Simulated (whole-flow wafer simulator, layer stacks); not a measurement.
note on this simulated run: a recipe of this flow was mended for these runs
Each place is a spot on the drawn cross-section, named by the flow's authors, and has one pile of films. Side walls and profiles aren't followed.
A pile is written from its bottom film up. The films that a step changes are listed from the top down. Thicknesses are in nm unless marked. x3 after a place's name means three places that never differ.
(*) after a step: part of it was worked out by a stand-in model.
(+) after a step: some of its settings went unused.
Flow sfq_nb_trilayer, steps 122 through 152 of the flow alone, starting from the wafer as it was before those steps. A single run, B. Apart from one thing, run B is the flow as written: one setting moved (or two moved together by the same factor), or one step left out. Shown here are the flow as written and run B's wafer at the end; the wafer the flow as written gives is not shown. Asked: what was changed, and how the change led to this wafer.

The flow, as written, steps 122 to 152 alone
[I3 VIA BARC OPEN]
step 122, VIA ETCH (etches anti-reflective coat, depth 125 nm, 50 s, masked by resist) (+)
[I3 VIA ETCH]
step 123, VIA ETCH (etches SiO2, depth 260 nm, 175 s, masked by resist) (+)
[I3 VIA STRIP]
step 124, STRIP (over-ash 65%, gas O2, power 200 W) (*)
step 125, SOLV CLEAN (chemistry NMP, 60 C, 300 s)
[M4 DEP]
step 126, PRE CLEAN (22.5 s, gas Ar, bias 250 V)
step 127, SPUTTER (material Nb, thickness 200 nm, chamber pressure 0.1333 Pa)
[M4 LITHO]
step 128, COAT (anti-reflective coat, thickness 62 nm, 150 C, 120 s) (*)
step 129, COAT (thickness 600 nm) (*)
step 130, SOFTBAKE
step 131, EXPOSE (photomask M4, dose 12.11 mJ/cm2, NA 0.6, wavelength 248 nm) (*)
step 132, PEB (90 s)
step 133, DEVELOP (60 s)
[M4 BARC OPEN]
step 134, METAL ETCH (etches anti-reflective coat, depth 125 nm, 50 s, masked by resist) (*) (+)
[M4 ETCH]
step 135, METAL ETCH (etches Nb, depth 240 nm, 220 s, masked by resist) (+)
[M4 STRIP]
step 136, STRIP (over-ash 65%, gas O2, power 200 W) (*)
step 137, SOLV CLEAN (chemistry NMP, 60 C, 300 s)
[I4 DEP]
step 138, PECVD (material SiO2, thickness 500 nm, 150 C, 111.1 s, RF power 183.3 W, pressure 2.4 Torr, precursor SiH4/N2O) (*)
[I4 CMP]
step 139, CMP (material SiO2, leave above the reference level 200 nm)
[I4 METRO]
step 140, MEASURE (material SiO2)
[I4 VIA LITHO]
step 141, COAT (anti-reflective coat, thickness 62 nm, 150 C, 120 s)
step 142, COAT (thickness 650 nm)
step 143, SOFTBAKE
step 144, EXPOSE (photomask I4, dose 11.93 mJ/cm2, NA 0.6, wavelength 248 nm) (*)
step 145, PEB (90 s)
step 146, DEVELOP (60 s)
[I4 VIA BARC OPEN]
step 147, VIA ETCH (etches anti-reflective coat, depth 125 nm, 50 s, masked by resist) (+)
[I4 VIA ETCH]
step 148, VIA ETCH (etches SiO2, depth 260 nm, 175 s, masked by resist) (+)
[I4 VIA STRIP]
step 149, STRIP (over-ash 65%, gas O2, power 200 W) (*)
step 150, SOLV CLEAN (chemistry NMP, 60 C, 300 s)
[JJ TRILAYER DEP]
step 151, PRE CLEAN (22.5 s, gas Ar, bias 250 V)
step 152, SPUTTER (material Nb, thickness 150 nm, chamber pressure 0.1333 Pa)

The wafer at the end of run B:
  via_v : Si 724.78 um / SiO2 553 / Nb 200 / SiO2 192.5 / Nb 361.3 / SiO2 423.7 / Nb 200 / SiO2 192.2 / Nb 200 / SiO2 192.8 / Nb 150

Cause: step 123, VIA ETCH: etches SiO2, depth 260 nm, 175 s, masked by resist (+), was omitted.

Step by step, how the change led to this:
  step 124, STRIP (over-ash 65%, gas O2, power 200 W) (*)
      field_l, v_sur, via_wl and 102 more: KrF-resist-other-grade loses 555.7 (all of it), anti-reflective coat loses 62 (all of it) (as written it would have been: KrF-resist-other-grade loses 510.8 (all of it), anti-reflective coat loses 62 (all of it))
  step 126, PRE CLEAN (22.5 s, gas Ar, bias 250 V)
      via_v: SiO2 loses 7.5 (as written it would have been: Nb loses 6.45)
  step 127, SPUTTER (material Nb, thickness 200 nm, chamber pressure 0.1333 Pa)
      via_v: Nb gains 200 (new film) (as written it would have been: Nb gains 164.5)
  step 128, COAT (anti-reflective coat, thickness 62 nm, 150 C, 120 s) (*)
      v_sur: anti-reflective coat gains 62 (new film) (as written it would have been: anti-reflective coat gains 64.7 (new film))
      via_wl: anti-reflective coat gains 62 (new film) (as written it would have been: anti-reflective coat gains 67.6 (new film))
      (also at 8 further places)
  step 129, COAT (thickness 600 nm) (*)
      via_w: KrF-resist-other-grade gains 600 (new film) (as written it would have been: KrF-resist-other-grade gains 586.9 (new film))
      via_wr: KrF-resist-other-grade gains 600 (new film) (as written it would have been: KrF-resist-other-grade gains 583.9 (new film))
      (also at 2 further places)
  step 133, DEVELOP (60 s)
      be: KrF-resist-other-grade loses 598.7 (all of it) (as written it would have been: KrF-resist-other-grade loses 584.3 (all of it))
  step 134, METAL ETCH (etches anti-reflective coat, depth 125 nm, 50 s, masked by resist) (*) (+)
      be: anti-reflective coat loses 62 (all of it) (as written it would have been: anti-reflective coat loses 68.4 (all of it))
      be_sur: anti-reflective coat loses 62 (all of it) (as written it would have been: anti-reflective coat loses 70.3 (all of it))
      (also at 1 further place)
  step 136, STRIP (over-ash 65%, gas O2, power 200 W) (*)
      v_sur: KrF-resist-other-grade loses 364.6 (all of it), anti-reflective coat loses 62 (all of it) (as written it would have been: KrF-resist-other-grade loses 360.6 (all of it), anti-reflective coat loses 64.7 (all of it))
      via_wl: KrF-resist-other-grade loses 364.6 (all of it), anti-reflective coat loses 62 (all of it) (as written it would have been: KrF-resist-other-grade loses 357.4 (all of it), anti-reflective coat loses 67.6 (all of it))
      (also at 5 further places)
  step 138, PECVD (material SiO2, thickness 500 nm, 150 C, 111.1 s, RF power 183.3 W, pressure 2.4 Torr, precursor SiH4/N2O) (*)
      via_v: SiO2 gains 500 (new film) (as written it would have been: SiO2 gains 621.2 (new film))
  step 139, CMP (material SiO2, leave above the reference level 200 nm)
      via_v: SiO2 loses 299.7 (as written it would have been: SiO2 loses 181.6)
With metal films that touch counted as one body, via_v has 5 bodies (between them, from the top down: SiO2 192.8; SiO2 192.2; SiO2 423.7; SiO2 192.5); the flow as written gives 4 bodies (between them, from the top down: SiO2 432; SiO2 423.7; SiO2 192.5).
